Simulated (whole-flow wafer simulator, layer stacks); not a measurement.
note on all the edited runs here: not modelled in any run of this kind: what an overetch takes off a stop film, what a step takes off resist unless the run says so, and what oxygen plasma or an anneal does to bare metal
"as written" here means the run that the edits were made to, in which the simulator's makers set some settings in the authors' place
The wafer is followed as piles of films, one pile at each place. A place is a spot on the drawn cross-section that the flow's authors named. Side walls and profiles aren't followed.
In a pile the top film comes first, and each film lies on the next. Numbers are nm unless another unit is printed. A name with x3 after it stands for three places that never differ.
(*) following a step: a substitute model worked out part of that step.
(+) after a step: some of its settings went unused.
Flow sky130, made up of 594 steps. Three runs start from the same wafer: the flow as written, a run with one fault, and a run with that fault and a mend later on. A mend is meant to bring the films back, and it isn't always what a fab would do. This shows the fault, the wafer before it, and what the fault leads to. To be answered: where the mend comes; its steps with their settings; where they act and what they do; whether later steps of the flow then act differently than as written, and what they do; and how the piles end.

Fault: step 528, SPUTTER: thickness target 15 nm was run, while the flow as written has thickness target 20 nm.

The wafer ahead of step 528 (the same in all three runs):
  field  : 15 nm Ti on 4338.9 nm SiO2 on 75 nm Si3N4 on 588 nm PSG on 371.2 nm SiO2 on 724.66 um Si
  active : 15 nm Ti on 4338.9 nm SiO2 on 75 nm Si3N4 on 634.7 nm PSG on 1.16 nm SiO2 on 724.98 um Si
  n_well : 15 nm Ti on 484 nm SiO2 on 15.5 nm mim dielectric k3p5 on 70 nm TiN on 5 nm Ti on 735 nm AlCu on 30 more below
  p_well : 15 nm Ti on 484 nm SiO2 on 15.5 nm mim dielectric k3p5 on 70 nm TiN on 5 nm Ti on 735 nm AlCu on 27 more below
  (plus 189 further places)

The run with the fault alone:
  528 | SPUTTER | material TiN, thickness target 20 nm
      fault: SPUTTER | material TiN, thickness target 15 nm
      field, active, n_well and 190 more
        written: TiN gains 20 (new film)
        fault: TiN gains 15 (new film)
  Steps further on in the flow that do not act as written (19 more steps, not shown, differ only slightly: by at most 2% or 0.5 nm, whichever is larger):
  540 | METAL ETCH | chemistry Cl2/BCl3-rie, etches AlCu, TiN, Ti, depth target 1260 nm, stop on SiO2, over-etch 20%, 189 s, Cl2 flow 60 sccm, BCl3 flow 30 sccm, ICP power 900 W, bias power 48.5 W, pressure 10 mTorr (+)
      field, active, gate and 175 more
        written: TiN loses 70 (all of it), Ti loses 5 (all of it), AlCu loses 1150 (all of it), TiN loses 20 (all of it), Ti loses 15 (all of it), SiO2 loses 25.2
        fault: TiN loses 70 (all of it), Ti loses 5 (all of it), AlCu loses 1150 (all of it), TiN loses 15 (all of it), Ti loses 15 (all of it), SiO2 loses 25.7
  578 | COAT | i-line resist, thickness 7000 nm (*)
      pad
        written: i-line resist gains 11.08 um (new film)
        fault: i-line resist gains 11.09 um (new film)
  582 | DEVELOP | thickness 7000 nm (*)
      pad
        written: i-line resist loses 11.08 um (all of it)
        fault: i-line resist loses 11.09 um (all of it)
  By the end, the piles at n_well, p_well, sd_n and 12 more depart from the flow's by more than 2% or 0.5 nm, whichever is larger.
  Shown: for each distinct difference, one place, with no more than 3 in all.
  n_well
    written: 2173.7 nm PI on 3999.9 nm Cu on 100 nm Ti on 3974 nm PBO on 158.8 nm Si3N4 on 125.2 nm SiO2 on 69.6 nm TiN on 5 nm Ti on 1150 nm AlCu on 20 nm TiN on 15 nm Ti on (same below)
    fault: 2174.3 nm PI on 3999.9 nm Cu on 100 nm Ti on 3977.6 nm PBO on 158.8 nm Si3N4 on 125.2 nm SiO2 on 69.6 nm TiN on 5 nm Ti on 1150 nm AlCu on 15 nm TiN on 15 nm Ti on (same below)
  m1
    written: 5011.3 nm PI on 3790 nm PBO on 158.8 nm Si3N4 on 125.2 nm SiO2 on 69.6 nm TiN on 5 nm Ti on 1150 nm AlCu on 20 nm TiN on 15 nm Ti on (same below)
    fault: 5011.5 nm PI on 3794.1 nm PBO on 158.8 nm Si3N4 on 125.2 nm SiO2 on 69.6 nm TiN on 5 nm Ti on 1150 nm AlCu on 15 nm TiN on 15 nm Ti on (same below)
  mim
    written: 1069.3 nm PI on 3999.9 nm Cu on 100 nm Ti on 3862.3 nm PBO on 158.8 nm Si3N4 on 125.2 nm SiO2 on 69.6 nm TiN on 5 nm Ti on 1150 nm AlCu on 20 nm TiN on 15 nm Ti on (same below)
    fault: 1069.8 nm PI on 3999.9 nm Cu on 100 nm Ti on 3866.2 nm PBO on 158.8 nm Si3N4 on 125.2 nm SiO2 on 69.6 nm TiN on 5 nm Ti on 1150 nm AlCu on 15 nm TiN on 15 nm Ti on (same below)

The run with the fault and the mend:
  The mend stands after step 528.
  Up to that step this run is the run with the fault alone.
  528a | SPUTTER | material TiN, thickness target 5 nm (a further turn of the flow's step 528, with different settings)
      field, active, n_well and 190 more
        TiN gains 5
  Later steps of the flow that are run all act as written at every place that is followed.
  By the end, the piles equal the flow's at every place that both follow.
